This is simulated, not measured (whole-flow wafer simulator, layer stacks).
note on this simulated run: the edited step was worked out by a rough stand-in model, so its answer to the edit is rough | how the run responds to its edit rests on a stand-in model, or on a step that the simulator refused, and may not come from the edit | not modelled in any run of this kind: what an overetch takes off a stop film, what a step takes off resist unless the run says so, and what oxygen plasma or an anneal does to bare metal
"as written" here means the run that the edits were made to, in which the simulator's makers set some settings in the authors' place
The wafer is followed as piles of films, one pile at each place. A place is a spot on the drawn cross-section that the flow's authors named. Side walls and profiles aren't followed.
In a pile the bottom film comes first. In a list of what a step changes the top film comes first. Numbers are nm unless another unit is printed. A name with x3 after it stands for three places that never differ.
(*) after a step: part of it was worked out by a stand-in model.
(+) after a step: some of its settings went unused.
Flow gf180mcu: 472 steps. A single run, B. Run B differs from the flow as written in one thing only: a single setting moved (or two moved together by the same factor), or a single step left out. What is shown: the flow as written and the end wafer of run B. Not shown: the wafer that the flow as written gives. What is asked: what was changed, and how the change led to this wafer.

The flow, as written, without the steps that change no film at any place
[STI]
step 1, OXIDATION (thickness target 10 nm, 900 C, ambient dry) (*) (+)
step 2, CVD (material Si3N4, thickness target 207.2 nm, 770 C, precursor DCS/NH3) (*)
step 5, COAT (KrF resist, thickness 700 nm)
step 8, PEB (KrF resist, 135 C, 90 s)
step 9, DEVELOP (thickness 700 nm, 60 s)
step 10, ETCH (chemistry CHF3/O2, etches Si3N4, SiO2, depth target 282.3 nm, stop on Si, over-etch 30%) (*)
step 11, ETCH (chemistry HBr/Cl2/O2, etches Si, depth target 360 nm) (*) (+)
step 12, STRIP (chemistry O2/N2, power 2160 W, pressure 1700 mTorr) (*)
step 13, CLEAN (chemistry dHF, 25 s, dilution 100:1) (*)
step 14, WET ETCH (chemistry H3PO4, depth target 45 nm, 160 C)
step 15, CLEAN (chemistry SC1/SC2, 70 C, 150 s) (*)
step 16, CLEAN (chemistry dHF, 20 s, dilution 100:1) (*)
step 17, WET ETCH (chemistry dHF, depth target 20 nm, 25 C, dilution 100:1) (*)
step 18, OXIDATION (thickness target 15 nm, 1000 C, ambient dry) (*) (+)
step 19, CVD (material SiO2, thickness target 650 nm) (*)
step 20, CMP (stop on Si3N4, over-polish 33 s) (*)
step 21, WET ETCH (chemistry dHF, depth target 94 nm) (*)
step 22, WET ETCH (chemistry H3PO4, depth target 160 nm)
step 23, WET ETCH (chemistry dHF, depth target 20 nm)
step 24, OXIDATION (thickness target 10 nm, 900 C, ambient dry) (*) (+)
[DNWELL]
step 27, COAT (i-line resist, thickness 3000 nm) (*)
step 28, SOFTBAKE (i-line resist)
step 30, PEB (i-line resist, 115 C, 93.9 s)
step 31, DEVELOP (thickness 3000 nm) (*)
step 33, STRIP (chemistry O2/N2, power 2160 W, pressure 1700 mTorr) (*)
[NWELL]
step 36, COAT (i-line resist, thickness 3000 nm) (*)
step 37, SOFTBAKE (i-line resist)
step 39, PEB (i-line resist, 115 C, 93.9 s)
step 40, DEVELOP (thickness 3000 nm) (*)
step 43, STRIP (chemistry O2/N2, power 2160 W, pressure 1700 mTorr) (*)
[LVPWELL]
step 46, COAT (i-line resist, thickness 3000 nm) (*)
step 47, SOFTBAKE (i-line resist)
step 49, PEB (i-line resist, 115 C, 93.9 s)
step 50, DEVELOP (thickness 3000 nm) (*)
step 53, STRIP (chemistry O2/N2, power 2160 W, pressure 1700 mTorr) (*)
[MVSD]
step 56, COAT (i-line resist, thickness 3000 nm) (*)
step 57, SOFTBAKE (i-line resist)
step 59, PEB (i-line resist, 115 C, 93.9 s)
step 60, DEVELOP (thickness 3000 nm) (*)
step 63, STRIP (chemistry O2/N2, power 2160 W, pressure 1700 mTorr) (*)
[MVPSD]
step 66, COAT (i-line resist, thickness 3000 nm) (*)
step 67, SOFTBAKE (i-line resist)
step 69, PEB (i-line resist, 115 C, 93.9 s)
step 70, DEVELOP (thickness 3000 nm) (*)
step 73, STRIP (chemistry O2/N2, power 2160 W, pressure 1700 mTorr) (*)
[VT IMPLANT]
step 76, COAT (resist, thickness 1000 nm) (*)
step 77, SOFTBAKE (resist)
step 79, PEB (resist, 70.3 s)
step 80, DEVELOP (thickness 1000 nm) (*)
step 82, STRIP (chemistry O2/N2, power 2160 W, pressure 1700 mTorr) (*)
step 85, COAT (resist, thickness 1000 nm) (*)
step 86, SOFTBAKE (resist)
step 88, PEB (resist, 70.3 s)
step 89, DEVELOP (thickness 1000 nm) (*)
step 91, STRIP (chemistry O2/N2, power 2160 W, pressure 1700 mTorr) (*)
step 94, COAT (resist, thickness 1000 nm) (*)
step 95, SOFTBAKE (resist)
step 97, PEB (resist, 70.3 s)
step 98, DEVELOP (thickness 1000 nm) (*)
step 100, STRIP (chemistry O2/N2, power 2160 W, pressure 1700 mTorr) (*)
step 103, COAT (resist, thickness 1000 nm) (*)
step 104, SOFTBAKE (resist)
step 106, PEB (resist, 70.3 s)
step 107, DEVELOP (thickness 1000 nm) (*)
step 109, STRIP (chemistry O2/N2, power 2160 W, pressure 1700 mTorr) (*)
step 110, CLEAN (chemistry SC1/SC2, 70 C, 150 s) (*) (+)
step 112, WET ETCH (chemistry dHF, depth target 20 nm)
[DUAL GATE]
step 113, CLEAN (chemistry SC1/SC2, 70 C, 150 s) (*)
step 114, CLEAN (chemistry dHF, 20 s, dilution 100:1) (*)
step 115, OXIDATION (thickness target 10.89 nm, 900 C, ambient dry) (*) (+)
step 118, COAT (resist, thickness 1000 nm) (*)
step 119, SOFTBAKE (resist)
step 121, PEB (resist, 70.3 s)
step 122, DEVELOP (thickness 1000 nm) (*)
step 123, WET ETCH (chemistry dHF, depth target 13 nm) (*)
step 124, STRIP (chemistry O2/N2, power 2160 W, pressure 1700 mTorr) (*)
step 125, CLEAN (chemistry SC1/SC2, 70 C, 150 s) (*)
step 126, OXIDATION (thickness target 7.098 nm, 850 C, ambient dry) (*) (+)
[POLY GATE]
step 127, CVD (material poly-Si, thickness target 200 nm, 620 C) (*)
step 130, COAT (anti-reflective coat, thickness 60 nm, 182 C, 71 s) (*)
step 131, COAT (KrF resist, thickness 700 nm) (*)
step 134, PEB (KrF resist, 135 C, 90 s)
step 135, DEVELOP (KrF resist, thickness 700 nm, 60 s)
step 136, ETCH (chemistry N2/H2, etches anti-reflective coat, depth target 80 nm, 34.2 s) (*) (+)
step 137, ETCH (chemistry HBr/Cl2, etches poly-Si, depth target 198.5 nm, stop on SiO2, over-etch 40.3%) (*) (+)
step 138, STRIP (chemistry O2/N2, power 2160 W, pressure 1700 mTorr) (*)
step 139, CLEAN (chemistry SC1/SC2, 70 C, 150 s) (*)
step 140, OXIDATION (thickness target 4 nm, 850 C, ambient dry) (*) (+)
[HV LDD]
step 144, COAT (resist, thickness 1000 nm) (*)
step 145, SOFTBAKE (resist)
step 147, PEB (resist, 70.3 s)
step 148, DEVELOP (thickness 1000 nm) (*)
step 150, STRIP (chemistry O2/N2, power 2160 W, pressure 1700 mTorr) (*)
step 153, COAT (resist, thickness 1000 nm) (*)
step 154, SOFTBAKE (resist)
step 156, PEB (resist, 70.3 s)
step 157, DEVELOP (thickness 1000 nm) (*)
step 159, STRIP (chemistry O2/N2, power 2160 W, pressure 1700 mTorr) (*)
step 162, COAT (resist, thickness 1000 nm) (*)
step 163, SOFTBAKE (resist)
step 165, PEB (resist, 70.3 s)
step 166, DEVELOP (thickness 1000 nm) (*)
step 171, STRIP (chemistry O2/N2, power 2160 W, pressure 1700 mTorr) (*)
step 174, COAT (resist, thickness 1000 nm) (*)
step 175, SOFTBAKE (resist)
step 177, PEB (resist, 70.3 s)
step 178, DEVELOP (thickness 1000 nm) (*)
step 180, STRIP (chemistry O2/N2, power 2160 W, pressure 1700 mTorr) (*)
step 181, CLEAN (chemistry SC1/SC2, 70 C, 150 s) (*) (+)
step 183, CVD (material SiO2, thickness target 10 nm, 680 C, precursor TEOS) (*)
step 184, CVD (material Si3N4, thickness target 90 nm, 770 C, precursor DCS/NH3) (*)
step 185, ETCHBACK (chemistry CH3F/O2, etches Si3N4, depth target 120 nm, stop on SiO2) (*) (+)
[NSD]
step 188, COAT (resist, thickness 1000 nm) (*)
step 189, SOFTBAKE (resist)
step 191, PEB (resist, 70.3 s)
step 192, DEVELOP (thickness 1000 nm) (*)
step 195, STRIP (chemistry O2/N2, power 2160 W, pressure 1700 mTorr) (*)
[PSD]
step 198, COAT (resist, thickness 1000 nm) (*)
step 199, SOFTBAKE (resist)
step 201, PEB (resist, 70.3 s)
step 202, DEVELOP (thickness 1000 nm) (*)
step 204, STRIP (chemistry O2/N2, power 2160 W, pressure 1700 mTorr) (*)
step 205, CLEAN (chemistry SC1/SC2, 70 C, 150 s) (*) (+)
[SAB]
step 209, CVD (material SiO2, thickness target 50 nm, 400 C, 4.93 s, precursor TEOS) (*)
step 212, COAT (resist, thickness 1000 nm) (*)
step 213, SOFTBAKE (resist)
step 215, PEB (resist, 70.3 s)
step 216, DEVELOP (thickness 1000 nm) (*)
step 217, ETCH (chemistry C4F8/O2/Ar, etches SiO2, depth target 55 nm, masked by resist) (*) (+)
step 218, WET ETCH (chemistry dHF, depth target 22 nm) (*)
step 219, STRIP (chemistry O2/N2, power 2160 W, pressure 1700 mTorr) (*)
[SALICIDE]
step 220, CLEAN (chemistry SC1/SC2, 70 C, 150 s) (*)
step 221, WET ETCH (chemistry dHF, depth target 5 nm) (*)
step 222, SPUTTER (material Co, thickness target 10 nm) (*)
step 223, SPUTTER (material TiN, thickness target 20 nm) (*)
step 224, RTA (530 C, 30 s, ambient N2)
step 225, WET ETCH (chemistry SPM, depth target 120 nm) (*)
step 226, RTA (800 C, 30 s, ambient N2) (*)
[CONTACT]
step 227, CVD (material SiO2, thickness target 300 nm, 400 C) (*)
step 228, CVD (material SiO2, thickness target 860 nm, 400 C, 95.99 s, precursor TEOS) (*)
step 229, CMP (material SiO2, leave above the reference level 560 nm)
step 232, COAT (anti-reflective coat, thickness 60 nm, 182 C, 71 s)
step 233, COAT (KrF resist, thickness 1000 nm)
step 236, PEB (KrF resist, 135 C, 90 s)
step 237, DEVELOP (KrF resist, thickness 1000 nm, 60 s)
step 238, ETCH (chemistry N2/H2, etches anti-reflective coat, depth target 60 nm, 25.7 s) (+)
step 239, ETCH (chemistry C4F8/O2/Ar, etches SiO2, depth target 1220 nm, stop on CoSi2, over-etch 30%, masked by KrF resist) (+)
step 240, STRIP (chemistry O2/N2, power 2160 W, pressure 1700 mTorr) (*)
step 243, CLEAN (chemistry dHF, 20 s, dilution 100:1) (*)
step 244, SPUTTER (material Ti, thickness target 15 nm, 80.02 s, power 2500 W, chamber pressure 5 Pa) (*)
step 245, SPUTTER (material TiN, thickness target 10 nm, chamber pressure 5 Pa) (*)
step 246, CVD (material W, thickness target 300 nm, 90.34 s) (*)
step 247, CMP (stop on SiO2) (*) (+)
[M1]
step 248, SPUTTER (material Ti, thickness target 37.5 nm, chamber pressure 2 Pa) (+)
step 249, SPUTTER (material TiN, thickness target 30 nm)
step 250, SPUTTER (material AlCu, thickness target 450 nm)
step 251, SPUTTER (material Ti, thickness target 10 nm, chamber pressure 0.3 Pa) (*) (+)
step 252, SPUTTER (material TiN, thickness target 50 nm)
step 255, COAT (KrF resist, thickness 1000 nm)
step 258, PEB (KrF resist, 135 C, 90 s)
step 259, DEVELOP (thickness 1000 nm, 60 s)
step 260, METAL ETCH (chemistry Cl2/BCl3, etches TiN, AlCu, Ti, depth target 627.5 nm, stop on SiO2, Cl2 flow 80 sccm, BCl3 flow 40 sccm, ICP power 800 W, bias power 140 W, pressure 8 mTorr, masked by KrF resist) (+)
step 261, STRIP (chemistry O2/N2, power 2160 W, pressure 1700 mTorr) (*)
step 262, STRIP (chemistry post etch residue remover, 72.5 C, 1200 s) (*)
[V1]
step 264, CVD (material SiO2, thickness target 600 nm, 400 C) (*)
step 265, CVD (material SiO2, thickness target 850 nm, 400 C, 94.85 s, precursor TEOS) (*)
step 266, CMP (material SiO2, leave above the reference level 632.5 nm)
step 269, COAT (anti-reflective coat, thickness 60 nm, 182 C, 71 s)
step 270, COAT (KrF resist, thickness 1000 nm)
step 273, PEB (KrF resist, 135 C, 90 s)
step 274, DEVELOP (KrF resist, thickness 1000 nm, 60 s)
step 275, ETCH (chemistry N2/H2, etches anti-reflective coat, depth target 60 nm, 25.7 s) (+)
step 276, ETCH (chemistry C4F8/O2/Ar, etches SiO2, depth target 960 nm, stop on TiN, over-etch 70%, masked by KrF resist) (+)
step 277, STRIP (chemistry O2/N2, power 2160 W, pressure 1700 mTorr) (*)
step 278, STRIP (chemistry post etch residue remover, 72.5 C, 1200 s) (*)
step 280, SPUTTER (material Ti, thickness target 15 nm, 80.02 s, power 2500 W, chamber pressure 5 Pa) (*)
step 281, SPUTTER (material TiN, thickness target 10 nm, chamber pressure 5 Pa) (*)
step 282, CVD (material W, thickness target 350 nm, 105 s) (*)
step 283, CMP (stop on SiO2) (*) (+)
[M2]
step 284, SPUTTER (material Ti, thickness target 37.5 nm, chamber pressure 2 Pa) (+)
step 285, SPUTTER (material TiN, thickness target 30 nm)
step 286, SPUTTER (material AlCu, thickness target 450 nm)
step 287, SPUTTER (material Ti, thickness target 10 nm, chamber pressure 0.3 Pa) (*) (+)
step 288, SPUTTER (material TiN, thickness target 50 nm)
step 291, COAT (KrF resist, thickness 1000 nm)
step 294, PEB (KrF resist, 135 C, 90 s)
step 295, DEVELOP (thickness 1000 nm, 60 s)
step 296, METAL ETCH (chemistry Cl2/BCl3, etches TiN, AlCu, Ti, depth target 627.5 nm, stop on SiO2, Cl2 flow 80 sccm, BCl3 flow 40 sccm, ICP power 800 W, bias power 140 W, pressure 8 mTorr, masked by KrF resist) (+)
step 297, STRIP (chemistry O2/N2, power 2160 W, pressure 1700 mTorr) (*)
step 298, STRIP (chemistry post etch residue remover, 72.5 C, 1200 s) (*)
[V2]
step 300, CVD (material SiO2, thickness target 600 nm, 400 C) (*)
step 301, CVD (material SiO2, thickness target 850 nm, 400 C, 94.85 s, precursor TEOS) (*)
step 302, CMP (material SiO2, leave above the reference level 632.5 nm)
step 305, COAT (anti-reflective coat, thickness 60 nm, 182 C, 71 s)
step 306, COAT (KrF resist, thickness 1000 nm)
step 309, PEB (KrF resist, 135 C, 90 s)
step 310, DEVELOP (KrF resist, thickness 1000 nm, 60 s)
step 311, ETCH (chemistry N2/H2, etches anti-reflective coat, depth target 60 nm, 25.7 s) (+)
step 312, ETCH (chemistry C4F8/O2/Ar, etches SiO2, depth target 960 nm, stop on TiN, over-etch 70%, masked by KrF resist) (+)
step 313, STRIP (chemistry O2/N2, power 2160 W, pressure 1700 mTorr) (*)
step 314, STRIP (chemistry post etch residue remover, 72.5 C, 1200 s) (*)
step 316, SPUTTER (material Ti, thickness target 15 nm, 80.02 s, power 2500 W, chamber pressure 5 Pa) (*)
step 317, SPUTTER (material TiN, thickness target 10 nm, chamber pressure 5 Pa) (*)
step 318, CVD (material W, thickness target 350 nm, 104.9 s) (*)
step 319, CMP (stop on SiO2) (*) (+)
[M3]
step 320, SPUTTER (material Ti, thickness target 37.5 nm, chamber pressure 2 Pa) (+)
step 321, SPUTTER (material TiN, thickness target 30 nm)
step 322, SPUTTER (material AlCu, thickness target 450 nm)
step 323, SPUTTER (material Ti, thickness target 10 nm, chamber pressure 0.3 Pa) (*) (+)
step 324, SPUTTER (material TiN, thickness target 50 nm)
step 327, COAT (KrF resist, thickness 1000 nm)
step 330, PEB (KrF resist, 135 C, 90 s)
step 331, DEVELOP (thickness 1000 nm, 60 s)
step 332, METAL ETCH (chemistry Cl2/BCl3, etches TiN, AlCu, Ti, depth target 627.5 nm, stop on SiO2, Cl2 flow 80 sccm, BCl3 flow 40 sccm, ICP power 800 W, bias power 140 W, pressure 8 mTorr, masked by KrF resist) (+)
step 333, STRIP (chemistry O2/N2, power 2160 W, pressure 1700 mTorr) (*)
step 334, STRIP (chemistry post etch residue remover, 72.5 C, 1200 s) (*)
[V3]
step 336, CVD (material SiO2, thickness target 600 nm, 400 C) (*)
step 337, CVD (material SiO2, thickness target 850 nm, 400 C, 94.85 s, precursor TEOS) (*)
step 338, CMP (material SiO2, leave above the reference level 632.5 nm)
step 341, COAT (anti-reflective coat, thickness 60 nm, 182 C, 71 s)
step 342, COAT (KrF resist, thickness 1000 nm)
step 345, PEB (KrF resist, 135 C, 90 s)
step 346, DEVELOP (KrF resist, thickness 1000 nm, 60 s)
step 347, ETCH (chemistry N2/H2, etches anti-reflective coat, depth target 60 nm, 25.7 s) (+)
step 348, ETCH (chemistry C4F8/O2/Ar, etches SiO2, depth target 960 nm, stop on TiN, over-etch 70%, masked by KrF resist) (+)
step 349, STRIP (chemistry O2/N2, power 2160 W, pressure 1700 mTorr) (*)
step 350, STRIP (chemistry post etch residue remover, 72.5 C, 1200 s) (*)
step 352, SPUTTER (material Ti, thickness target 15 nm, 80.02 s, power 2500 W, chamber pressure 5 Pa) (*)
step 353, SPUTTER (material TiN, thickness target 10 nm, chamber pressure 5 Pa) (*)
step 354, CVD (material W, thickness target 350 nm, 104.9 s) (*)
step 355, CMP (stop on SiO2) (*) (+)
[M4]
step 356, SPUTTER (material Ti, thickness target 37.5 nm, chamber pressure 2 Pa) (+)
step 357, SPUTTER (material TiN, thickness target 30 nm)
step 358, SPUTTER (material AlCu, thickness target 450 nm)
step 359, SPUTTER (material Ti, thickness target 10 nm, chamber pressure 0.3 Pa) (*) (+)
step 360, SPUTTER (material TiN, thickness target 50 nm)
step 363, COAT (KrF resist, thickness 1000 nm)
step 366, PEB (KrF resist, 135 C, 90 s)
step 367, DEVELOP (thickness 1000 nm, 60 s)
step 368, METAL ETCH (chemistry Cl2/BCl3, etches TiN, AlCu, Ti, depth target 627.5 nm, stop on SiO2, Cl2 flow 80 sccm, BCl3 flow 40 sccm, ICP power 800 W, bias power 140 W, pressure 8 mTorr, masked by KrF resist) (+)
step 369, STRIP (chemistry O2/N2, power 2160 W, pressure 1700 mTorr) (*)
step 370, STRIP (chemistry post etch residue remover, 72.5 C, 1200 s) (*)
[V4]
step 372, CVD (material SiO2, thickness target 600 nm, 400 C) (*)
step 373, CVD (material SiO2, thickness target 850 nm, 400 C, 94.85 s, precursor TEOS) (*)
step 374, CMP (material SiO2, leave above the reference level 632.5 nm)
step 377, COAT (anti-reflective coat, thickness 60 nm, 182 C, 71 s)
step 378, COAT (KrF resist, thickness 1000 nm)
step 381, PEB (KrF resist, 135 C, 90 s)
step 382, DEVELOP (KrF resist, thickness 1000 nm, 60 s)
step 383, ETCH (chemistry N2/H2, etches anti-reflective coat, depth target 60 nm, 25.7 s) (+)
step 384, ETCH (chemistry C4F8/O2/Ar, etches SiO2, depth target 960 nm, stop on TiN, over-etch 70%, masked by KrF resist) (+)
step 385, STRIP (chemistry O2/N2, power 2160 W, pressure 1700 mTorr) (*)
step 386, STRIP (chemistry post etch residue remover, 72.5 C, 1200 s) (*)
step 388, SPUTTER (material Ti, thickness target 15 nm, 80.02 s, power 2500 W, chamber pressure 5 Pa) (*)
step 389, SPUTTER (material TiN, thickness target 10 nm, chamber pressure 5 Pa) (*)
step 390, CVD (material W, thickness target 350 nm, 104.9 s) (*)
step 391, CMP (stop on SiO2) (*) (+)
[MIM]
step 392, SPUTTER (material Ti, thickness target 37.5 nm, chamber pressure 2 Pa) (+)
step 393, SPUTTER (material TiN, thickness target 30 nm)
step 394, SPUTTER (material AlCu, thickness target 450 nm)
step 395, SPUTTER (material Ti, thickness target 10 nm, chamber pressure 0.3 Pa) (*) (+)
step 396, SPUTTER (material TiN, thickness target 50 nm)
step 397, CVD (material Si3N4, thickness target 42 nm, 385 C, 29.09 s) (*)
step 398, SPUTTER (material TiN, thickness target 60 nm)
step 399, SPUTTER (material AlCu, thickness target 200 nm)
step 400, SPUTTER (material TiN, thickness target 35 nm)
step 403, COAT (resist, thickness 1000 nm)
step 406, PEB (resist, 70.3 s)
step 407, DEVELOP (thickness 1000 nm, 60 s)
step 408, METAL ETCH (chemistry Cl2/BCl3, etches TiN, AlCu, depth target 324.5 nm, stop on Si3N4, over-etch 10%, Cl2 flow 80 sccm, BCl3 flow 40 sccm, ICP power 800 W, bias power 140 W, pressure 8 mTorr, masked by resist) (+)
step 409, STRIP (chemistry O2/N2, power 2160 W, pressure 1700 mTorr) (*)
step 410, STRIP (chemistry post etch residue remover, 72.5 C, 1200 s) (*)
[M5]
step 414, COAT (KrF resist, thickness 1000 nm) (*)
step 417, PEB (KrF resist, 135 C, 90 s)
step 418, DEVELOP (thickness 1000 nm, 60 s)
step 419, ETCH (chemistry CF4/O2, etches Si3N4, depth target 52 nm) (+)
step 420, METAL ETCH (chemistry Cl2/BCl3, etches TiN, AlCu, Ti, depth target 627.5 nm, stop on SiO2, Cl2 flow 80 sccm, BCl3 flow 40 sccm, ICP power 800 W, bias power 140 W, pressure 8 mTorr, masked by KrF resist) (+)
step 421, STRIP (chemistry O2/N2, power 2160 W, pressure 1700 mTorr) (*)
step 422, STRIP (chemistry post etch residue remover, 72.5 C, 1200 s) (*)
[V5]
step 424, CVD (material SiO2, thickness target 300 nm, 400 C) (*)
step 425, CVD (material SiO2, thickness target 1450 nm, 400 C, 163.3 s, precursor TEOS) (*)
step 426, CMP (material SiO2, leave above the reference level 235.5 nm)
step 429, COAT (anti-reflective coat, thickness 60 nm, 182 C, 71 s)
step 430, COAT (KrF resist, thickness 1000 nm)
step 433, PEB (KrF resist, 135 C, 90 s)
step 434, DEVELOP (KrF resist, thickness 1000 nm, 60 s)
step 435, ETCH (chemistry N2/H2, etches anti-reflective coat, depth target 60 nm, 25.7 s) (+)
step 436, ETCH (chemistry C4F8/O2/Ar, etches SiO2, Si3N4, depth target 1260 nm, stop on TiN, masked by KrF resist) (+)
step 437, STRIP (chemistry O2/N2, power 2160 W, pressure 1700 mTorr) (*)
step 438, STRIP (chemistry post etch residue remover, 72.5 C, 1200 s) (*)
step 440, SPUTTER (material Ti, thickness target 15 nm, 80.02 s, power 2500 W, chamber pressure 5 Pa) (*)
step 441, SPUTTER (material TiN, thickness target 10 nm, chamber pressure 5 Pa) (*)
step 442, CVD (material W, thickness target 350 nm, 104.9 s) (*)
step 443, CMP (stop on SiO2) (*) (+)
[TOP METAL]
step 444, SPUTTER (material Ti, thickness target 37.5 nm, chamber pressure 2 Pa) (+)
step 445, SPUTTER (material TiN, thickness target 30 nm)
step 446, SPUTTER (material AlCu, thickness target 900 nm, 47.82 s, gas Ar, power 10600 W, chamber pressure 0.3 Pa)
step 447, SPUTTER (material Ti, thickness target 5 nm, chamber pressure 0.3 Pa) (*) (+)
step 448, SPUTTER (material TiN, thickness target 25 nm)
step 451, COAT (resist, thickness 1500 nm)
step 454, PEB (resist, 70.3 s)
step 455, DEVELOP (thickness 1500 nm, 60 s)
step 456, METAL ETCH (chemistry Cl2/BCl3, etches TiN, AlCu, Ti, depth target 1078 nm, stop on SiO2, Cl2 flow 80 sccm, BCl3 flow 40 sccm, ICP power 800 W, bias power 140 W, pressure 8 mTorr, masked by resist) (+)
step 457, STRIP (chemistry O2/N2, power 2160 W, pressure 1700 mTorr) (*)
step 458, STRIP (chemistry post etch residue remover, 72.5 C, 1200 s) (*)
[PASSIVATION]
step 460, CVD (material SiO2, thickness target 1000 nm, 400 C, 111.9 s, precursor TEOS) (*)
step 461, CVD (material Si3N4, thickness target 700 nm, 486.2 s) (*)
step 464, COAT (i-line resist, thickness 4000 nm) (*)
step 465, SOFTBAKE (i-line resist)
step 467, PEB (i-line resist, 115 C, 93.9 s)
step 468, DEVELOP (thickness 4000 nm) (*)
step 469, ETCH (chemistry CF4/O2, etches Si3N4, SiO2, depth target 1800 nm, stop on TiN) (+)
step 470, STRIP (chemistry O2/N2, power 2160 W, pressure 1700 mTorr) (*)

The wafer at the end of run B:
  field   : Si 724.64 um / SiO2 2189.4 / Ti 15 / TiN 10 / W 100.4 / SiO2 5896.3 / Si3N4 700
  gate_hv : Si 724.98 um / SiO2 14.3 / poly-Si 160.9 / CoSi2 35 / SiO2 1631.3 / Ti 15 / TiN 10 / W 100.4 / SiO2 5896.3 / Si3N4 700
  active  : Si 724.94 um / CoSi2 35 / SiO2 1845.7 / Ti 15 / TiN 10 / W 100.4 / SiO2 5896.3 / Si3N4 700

What caused this: step 265, CVD: thickness target 382 nm was run, while the flow as written has thickness target 850 nm; step 265, CVD: 42.68 s was run, where the flow has 94.85 s.

The path from the change to this, step by step:
  step 265, CVD (material SiO2, thickness target 850 nm, 400 C, 94.85 s, precursor TEOS) (*)
      field, field__w1, field__w2 and 108 more: SiO2 gains 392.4 (it would be, as written: SiO2 gains 850)
  step 266, CMP (material SiO2, leave above the reference level 632.5 nm)
      field, field__w1, field__w2 and 99 more: nothing (it would be, as written: SiO2 loses 300)
      field__w8, contact, m1 and 6 more: SiO2 loses 419.5 (it would be, as written: SiO2 loses 877.1)
  step 269, COAT (anti-reflective coat, thickness 60 nm, 182 C, 71 s)
      field: anti-reflective coat gains 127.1 (new film) (it would be, as written: anti-reflective coat gains 60 (new film))
      field__w1: anti-reflective coat gains 88.2 (new film) (it would be, as written: anti-reflective coat gains 60 (new film))
      (also at 20 further places)
  step 270, COAT (KrF resist, thickness 1000 nm)
      field: KrF resist gains 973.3 (new film) (it would be, as written: KrF resist gains 1000 (new film))
      field__w1: KrF resist gains 974.8 (new film) (it would be, as written: KrF resist gains 1000 (new film))
      (also at 10 further places)
  step 273, PEB (KrF resist, 135 C, 90 s)
      contact: KrF resist loses 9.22 (it would be, as written: KrF resist loses 10.5)
      m1: KrF resist loses 8.91 (it would be, as written: KrF resist loses 10.5)
      (also at 3 further places)
  step 274, DEVELOP (KrF resist, thickness 1000 nm, 60 s)
      contact: KrF resist loses 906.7 (all of it) (it would be, as written: KrF resist loses 989.5 (all of it))
  step 275, ETCH (chemistry N2/H2, etches anti-reflective coat, depth target 60 nm, 25.7 s) (+)
      contact: anti-reflective coat loses 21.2 (all of it), SiO2 loses 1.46 (it would be, as written: anti-reflective coat loses 60 (all of it), SiO2 loses 0.46)
  step 277, STRIP (chemistry O2/N2, power 2160 W, pressure 1700 mTorr) (*)
      field: KrF resist loses 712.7 (all of it), anti-reflective coat loses 127.1 (all of it) (it would be, as written: KrF resist loses 739.2 (all of it), anti-reflective coat loses 60 (all of it))
      field__w1: KrF resist loses 714.2 (all of it), anti-reflective coat loses 88.2 (all of it) (it would be, as written: KrF resist loses 739.2 (all of it), anti-reflective coat loses 60 (all of it))
      (also at 19 further places)
  step 280, SPUTTER (material Ti, thickness target 15 nm, 80.02 s, power 2500 W, chamber pressure 5 Pa) (*)
      contact: Ti gains 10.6 (new film) (it would be, as written: Ti gains 9.65 (new film))
  step 281, SPUTTER (material TiN, thickness target 10 nm, chamber pressure 5 Pa) (*)
      contact: TiN gains 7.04 (new film) (it would be, as written: TiN gains 6.4 (new film))
  step 282, CVD (material W, thickness target 350 nm, 105 s) (*)
      contact: W gains 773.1 (new film) (it would be, as written: W gains 932.3 (new film))
  step 283, CMP (stop on SiO2) (*) (+)
      field, field__w1, field__w2 and 99 more: W loses 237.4 (it would be, as written: W loses 350 (all of it), TiN loses 10 (all of it), Ti loses 15 (all of it), SiO2 loses 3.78)
      field__w8, m1, m1__w1, polyc_n, polyc_n_rim, polyc_p, polyc_p_rim, m1_nw: W loses 350 (all of it), TiN loses 10 (all of it), Ti loses 15 (all of it), SiO2 loses 20 (it would be, as written: W loses 350 (all of it), TiN loses 10 (all of it), Ti loses 15 (all of it), SiO2 loses 3.78)
      (also at 1 further place)
  step 296, METAL ETCH (chemistry Cl2/BCl3, etches TiN, AlCu, Ti, depth target 627.5 nm, stop on SiO2, Cl2 flow 80 sccm, BCl3 flow 40 sccm, ICP power 800 W, bias power 140 W, pressure 8 mTorr, masked by KrF resist) (+)
      field, field__w1, field__w2 and 99 more: TiN loses 50 (all of it), Ti loses 10 (all of it), AlCu loses 450 (all of it), TiN loses 30 (all of it), Ti loses 37.5 (all of it), W loses 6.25 (it would be, as written: TiN loses 50 (all of it), Ti loses 10 (all of it), AlCu loses 450 (all of it), TiN loses 30 (all of it), Ti loses 37.5 (all of it))
  step 298, STRIP (chemistry post etch residue remover, 72.5 C, 1200 s) (*)
      field, field__w1, field__w2 and 99 more: W loses 6.01 (it would be, as written: nothing)
  step 300, CVD (material SiO2, thickness target 600 nm, 400 C) (*)
      field, field__w1, field__w2 and 99 more: SiO2 gains 600 (new film) (it would be, as written: SiO2 gains 600)
  step 302, CMP (material SiO2, leave above the reference level 632.5 nm)
      field, field__w1, field__w2 and 99 more: SiO2 loses 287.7 (it would be, as written: SiO2 loses 300)
Taking metal films that touch as one body, field has 1 body; the flow as written gives 0 bodies.
Taking metal films that touch as one body, gate_hv has 2 bodies (between them, from the top down: SiO2 1631.3); the flow as written gives 1 body.
Taking metal films that touch as one body, active has 2 bodies (between them, from the top down: SiO2 1845.7); the flow as written gives 1 body.
